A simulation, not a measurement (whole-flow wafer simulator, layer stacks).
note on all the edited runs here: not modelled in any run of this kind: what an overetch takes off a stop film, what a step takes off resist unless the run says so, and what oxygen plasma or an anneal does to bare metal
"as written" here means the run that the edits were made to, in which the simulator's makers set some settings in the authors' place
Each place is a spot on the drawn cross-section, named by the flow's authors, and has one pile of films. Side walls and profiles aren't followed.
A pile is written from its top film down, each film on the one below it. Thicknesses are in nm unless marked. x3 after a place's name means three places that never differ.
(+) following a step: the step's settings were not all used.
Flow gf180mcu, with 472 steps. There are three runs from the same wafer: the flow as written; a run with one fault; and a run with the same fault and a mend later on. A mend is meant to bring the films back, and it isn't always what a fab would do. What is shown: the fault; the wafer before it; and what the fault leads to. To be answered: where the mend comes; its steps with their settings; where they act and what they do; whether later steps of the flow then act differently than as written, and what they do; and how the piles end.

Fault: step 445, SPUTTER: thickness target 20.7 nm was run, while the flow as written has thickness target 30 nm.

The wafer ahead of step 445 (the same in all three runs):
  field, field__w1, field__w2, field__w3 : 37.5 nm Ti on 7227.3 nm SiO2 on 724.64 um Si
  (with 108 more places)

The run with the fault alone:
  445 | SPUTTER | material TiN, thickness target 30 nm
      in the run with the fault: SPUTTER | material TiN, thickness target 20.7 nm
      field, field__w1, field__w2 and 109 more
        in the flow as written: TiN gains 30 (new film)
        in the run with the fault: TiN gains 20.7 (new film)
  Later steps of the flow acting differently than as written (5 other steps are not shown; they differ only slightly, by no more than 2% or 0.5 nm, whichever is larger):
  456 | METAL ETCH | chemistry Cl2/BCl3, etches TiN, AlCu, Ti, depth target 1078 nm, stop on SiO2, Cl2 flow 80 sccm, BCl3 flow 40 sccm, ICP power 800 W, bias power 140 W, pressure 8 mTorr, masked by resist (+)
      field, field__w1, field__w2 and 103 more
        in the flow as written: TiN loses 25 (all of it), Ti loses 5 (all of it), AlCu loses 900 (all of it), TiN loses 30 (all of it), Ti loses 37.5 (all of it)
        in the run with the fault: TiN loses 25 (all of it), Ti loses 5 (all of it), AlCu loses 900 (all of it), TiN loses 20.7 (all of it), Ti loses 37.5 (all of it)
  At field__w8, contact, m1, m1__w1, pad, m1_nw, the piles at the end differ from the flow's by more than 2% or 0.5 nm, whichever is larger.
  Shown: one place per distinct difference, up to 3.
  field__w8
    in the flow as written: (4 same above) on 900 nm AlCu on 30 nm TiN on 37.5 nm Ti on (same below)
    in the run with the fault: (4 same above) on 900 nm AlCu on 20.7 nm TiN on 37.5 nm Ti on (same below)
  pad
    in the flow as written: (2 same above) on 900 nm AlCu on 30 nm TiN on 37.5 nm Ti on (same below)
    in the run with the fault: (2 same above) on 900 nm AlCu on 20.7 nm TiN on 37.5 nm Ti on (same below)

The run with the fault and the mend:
  The mend follows step 445.
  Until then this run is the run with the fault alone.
  445a | SPUTTER | material TiN, thickness target 9.3 nm (a further turn of the flow's step 445, with different settings)
      field, field__w1, field__w2 and 109 more
        TiN gains 9.3
  Every later step of the flow that is run acts as written at every place that is followed.
  By the end, the piles equal the flow's at every place that both follow.
